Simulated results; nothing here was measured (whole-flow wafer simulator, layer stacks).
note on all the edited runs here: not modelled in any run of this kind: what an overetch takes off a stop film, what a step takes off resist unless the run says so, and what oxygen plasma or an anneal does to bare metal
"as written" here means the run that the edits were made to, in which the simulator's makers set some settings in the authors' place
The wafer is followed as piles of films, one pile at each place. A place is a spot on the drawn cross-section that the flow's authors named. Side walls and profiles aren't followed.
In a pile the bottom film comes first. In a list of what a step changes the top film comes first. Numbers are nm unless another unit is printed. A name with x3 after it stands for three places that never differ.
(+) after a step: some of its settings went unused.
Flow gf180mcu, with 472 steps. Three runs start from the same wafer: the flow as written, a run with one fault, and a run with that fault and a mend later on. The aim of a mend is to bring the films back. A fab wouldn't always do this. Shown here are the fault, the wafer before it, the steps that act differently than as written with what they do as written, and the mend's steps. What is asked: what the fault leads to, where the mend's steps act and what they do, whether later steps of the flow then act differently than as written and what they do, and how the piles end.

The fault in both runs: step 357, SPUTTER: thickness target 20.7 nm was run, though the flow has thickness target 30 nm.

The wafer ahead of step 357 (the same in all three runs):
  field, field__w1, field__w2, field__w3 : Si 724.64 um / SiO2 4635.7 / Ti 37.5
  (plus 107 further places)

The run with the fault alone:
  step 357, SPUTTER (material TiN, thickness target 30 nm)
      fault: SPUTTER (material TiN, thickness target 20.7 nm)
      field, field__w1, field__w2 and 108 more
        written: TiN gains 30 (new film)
        fault: TiN gains 20.7 (new film)
  Steps later in the flow that act otherwise than as written:
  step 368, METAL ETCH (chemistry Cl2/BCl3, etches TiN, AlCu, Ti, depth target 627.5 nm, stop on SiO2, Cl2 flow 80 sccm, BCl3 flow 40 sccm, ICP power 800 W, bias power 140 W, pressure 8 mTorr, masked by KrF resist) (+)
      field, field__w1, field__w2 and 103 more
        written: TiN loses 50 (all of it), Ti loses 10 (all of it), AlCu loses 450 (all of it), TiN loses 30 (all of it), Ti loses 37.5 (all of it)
        fault: TiN loses 50 (all of it), Ti loses 10 (all of it), AlCu loses 450 (all of it), TiN loses 20.7 (all of it), Ti loses 37.5 (all of it)
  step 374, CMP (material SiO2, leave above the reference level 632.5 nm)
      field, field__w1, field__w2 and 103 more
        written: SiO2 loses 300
        fault: SiO2 loses 309.3
  By the end, the piles at field__w8, contact, m1, m1__w1, m1_nw depart from the flow's by more than 2% or 0.5 nm, whichever is larger.
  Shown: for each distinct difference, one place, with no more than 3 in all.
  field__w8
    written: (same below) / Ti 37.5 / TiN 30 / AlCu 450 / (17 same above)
    fault: (same below) / Ti 37.5 / TiN 20.7 / AlCu 450 / (17 same above)
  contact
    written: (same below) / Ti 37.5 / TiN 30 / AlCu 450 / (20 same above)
    fault: (same below) / Ti 37.5 / TiN 20.7 / AlCu 450 / (20 same above)

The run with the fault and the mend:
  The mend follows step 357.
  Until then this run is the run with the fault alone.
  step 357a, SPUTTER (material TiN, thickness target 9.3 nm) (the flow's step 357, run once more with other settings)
      field, field__w1, field__w2 and 108 more
        TiN gains 9.3
  Every later step of the flow that is run acts as written at every place that is followed.
  At every place that both follow, the piles at the end match the flow's.
